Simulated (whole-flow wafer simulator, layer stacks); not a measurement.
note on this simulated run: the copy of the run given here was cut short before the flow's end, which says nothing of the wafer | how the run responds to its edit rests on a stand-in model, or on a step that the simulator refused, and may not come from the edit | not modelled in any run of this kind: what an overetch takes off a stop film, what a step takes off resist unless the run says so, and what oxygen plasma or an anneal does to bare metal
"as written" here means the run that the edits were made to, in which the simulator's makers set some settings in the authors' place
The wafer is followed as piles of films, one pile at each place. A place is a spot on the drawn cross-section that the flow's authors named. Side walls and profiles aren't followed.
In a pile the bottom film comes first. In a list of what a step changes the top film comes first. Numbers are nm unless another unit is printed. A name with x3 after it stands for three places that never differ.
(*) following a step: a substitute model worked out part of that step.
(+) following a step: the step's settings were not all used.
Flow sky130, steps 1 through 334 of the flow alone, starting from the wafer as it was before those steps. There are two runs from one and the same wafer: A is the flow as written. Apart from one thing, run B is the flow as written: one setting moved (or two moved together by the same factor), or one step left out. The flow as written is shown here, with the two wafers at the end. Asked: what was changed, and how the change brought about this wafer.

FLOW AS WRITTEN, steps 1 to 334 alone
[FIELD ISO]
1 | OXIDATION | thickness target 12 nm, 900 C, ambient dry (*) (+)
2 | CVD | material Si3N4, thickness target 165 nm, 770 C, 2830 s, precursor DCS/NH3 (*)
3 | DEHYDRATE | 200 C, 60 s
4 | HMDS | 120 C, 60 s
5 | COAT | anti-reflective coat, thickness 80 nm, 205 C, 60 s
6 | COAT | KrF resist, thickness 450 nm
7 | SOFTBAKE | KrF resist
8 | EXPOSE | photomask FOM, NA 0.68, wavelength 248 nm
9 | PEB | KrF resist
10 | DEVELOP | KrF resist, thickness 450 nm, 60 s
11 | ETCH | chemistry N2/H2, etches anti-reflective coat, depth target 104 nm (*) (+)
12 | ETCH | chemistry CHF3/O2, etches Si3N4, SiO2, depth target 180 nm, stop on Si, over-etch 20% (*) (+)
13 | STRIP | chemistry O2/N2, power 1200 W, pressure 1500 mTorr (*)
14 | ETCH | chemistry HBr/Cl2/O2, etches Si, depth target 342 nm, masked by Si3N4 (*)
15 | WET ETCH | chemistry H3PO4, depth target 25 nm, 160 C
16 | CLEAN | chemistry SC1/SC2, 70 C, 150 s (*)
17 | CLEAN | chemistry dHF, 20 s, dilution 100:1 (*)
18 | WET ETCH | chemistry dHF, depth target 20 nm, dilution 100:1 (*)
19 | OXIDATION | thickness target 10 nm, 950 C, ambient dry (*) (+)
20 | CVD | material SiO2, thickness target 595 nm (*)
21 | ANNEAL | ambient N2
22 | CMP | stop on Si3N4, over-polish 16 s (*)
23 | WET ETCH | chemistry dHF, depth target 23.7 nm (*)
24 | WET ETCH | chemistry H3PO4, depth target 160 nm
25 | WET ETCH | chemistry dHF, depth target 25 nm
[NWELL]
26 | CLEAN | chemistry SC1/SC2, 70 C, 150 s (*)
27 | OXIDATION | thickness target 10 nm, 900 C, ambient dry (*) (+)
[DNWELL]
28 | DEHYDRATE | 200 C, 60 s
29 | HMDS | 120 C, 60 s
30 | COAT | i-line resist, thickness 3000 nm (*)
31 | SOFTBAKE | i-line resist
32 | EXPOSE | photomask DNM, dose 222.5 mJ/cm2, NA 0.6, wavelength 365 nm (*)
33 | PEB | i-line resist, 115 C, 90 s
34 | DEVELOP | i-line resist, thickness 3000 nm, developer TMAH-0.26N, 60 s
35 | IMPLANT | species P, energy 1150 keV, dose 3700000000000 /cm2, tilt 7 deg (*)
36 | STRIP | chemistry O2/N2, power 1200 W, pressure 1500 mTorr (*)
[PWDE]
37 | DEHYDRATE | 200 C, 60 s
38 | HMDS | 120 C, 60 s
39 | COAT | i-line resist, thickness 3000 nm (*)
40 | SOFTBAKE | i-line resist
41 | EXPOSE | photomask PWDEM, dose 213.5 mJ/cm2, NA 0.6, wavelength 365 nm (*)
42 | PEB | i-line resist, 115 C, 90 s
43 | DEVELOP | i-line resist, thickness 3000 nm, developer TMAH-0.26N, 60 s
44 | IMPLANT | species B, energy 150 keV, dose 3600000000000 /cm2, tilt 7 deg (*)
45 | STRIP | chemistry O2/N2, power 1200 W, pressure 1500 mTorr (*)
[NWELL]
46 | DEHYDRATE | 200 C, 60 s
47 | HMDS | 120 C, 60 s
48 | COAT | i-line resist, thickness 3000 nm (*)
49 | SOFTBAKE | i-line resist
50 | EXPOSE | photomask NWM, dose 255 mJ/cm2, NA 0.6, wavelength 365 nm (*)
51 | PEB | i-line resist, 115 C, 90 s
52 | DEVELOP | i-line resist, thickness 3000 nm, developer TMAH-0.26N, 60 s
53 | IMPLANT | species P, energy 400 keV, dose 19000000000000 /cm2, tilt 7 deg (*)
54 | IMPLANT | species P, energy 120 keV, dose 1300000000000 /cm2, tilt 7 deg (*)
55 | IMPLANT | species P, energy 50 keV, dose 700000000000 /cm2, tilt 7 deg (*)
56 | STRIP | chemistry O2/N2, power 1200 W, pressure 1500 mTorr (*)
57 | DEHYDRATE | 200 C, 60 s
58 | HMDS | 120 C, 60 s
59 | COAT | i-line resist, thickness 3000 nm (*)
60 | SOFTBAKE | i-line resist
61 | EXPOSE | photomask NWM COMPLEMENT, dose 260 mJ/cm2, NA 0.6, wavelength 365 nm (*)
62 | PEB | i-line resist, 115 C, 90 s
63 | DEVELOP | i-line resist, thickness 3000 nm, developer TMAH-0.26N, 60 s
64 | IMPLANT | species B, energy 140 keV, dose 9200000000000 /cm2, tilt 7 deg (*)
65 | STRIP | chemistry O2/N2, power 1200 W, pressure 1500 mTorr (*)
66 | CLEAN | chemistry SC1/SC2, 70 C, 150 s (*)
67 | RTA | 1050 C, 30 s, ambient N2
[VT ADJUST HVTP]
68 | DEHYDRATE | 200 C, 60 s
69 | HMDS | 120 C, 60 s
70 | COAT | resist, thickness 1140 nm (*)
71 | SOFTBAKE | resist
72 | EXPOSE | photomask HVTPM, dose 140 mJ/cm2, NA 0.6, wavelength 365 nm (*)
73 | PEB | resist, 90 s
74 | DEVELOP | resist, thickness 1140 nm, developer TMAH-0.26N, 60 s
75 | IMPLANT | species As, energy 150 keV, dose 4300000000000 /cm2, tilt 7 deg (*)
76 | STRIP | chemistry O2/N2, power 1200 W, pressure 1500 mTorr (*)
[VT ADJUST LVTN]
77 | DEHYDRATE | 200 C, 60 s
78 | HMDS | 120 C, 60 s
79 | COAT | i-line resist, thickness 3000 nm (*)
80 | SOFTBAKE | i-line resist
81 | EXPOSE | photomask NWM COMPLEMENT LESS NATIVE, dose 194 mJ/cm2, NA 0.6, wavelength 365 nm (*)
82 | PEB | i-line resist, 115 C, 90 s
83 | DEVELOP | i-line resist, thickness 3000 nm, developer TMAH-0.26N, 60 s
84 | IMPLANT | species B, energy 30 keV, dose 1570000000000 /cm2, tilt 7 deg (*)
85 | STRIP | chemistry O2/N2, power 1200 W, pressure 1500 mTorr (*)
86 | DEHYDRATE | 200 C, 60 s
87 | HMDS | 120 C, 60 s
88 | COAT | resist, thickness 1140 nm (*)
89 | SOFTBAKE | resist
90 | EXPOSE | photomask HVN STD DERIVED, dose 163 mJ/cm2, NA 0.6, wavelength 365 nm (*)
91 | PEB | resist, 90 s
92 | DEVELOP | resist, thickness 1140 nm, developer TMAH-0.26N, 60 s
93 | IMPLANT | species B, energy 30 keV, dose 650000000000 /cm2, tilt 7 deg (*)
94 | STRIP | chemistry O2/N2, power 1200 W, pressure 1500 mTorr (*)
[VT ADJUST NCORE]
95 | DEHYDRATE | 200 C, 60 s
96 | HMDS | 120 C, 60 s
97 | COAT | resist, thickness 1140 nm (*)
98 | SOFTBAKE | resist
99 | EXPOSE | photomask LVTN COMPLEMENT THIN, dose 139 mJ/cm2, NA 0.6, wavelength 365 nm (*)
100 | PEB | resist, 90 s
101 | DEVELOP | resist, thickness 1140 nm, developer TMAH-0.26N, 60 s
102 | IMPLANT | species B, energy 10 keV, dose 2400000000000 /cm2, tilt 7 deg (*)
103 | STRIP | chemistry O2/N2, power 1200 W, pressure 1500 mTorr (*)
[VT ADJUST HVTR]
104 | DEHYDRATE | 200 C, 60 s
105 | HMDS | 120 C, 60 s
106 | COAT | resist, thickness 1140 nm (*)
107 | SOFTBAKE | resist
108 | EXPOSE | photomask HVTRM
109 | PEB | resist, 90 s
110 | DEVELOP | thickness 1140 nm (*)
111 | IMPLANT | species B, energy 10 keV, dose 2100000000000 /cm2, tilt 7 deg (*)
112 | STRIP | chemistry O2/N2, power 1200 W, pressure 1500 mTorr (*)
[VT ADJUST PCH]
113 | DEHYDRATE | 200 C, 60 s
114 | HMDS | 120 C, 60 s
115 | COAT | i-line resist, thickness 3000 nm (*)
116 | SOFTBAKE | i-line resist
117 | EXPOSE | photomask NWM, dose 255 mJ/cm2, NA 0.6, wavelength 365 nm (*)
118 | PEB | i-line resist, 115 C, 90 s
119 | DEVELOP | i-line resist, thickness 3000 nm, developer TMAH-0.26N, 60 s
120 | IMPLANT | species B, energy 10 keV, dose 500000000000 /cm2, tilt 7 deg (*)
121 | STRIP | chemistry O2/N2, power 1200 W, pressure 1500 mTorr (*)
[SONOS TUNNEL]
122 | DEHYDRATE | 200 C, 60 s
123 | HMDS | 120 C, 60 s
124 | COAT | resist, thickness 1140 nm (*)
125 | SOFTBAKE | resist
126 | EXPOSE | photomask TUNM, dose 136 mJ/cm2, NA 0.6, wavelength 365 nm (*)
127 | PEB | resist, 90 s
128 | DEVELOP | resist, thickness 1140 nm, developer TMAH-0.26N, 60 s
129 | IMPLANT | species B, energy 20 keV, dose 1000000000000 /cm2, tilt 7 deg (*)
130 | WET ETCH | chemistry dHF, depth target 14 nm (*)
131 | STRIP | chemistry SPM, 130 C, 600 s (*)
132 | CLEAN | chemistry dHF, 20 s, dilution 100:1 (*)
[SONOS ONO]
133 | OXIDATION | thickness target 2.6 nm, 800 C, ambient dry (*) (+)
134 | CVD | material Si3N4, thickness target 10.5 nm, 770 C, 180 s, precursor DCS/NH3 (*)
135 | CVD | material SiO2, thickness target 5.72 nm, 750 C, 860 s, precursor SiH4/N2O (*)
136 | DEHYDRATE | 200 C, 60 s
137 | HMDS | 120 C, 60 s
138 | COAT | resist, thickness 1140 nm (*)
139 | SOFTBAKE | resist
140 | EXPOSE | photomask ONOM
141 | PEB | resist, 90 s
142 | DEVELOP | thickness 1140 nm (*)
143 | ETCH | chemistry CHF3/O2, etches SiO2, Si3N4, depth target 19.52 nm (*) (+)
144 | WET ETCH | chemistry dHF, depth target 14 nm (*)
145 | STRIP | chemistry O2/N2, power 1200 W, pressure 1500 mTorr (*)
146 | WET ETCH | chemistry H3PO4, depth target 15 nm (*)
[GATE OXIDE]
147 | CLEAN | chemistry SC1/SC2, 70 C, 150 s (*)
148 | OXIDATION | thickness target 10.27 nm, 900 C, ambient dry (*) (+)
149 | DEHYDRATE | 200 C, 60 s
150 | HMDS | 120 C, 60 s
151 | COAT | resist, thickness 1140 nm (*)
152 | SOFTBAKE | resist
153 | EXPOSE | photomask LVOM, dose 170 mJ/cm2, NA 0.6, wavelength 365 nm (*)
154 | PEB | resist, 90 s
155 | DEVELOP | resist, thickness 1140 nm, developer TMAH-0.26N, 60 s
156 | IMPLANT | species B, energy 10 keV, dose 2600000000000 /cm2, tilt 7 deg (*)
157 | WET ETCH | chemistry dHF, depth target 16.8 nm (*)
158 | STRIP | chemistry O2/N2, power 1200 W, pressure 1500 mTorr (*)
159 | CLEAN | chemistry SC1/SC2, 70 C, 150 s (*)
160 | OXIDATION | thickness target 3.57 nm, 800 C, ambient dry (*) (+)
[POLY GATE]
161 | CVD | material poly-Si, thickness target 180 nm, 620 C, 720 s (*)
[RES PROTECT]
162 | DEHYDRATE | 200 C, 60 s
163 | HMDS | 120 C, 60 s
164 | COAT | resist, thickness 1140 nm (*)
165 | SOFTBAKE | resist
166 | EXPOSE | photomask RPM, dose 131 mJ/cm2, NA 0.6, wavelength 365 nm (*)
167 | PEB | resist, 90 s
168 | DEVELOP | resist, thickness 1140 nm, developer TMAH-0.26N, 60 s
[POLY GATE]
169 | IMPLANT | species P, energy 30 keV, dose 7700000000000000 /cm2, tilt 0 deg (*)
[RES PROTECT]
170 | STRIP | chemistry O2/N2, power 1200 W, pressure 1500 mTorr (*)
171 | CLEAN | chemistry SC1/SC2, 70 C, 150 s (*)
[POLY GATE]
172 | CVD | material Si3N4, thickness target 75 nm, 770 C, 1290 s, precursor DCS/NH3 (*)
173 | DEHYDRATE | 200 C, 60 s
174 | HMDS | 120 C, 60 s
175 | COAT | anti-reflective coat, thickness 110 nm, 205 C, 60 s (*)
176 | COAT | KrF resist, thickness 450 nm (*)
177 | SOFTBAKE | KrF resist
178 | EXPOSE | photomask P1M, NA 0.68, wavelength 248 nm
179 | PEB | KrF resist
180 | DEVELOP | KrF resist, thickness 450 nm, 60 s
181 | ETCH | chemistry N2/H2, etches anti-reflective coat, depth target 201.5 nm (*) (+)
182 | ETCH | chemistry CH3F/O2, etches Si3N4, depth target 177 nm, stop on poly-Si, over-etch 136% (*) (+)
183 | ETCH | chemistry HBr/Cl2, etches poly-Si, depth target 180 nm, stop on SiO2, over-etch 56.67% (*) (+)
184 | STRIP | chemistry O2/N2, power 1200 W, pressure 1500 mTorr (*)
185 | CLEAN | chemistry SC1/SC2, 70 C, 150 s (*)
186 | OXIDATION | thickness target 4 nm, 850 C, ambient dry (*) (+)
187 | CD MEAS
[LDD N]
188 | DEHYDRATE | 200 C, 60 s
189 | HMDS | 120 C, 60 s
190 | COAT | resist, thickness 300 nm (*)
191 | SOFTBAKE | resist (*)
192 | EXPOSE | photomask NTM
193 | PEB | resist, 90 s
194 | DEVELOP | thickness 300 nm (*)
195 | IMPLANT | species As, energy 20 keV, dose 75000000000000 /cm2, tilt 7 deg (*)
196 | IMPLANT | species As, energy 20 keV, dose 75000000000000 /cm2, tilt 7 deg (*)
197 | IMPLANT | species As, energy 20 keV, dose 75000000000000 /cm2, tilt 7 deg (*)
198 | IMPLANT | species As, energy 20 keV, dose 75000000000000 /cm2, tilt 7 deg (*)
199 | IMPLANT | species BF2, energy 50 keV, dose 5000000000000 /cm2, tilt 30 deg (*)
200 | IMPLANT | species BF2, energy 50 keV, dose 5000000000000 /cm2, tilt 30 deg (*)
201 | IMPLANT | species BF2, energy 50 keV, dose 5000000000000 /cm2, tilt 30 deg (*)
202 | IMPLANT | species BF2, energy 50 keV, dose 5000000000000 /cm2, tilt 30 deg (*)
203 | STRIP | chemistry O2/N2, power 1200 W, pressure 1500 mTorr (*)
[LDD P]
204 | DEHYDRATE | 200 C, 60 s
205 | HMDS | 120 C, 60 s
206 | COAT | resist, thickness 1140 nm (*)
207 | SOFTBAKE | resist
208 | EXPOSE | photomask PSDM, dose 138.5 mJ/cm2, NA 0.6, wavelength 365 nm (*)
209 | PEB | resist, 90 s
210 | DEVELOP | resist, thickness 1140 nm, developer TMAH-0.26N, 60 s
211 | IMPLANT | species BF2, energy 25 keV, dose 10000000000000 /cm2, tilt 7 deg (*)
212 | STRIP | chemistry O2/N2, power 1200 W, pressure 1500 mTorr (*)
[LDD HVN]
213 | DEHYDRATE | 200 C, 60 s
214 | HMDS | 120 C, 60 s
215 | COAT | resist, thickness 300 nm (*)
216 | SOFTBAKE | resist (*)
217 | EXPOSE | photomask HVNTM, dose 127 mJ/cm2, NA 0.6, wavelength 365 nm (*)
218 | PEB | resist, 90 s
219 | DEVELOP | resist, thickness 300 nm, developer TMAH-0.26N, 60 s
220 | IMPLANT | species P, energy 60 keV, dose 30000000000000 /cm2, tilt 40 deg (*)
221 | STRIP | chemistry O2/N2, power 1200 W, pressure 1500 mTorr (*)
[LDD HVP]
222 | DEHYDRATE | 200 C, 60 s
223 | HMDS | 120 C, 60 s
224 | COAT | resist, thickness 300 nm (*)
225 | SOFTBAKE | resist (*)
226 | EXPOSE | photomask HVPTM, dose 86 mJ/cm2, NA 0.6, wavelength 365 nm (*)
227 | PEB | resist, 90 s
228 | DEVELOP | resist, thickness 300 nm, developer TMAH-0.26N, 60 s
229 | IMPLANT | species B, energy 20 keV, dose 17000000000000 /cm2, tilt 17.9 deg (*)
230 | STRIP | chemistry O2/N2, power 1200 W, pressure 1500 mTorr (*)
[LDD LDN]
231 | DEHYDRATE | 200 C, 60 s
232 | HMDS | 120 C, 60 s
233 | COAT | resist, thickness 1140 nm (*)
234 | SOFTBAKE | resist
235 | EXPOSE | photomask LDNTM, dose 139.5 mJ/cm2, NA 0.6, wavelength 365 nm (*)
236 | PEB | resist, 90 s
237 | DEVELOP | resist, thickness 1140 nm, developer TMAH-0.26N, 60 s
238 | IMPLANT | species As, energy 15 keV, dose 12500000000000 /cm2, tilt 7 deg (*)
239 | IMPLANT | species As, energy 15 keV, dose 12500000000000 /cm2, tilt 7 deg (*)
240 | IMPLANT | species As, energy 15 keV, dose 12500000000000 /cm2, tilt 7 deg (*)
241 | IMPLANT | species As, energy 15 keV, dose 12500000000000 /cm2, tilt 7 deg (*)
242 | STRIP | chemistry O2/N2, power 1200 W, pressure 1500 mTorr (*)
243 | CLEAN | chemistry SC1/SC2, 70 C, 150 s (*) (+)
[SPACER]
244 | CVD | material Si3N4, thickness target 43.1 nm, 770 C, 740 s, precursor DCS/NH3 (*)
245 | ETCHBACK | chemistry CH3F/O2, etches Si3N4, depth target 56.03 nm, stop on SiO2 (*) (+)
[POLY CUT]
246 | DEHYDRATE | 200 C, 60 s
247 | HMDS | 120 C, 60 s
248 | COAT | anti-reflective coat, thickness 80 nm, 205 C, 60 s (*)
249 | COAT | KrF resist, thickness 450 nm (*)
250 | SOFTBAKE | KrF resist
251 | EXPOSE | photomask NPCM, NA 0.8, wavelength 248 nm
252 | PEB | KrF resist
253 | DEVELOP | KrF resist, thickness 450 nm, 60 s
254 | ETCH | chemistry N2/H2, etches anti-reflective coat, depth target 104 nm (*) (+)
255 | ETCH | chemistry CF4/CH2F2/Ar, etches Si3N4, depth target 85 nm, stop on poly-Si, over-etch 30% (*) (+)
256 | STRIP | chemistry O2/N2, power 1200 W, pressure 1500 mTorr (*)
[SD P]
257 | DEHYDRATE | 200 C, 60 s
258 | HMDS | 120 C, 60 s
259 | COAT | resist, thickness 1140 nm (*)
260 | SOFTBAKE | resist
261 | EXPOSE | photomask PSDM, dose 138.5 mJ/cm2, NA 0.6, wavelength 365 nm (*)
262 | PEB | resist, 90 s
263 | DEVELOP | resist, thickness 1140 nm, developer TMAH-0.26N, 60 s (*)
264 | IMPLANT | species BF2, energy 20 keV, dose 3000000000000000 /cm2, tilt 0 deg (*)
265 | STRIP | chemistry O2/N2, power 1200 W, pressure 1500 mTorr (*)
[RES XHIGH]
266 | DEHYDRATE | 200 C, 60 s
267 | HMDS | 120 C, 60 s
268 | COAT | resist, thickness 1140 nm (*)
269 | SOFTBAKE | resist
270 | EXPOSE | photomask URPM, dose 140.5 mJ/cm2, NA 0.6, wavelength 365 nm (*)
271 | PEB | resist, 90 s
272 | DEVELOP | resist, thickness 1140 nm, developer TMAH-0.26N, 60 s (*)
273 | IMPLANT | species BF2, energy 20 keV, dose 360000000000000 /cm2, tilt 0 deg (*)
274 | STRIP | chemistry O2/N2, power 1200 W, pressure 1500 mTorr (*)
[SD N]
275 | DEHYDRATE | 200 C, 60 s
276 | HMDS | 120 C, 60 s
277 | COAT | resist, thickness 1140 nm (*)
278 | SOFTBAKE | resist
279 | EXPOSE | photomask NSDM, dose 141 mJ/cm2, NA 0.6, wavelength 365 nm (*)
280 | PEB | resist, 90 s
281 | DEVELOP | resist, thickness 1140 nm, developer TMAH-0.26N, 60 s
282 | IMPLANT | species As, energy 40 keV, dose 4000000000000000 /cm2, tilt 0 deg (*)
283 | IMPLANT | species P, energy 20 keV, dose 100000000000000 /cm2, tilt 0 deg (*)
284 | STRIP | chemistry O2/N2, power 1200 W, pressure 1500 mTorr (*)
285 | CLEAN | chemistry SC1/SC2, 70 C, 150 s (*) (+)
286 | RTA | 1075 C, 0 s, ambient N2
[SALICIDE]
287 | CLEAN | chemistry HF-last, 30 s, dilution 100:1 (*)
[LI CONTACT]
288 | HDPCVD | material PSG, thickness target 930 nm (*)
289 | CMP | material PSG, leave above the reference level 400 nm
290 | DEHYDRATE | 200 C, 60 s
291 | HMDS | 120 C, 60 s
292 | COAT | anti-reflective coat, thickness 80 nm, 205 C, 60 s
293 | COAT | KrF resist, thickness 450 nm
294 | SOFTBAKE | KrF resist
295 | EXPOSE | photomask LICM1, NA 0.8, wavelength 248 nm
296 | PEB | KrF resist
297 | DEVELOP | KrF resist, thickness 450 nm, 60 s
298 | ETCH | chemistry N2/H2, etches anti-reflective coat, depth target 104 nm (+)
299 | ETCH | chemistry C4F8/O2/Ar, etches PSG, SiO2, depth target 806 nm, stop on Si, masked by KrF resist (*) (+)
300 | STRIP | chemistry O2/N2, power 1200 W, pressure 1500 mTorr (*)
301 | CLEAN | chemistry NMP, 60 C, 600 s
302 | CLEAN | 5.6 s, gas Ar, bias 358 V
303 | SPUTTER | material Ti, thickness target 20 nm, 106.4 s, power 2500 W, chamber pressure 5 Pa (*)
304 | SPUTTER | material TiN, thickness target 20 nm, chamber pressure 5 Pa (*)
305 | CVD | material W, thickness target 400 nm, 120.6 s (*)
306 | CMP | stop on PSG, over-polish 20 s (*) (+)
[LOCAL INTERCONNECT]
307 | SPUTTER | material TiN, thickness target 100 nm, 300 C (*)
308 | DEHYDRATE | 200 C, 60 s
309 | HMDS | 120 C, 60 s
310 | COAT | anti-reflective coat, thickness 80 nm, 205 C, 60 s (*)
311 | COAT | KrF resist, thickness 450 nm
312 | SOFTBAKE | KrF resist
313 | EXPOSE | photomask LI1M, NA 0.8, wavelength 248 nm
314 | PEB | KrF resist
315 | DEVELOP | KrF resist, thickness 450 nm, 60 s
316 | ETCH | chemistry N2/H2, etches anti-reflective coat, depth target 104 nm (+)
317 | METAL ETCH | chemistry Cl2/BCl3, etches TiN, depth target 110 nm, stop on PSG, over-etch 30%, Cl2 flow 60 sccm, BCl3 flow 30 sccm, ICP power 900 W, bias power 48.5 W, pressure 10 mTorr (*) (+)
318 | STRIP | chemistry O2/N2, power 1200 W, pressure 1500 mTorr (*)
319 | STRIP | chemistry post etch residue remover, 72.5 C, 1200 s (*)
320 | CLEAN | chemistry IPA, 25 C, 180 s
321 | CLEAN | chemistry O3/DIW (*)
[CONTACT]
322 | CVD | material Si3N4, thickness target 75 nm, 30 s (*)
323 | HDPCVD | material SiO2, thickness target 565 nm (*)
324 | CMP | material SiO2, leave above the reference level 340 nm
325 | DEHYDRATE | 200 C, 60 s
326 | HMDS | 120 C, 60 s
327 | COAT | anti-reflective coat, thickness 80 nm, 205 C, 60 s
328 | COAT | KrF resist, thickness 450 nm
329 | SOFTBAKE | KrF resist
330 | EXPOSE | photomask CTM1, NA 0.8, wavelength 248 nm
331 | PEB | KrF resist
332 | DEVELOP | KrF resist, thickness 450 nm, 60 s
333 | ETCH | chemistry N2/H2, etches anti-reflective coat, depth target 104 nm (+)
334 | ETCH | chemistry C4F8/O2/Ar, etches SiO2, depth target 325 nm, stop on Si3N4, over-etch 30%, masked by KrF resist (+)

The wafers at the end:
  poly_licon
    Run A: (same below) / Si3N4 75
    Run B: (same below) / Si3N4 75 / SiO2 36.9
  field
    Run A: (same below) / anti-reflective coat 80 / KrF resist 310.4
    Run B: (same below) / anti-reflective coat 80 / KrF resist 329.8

The reason: step 334, ETCH: depth target 228 nm was run, whereas the flow has depth target 325 nm.

Step by step, how the change led to this:
  334 | ETCH | chemistry C4F8/O2/Ar, etches SiO2, depth target 325 nm, stop on Si3N4, over-etch 30%, masked by KrF resist (+)
      poly_licon, ndiff_licon, ndiff_licon_cpp, rpo_hd_licon: A -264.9 SiO2 (all of it) | B -228 SiO2
      field, active, n_well and 184 more: A -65 KrF resist | B -45.6 KrF resist
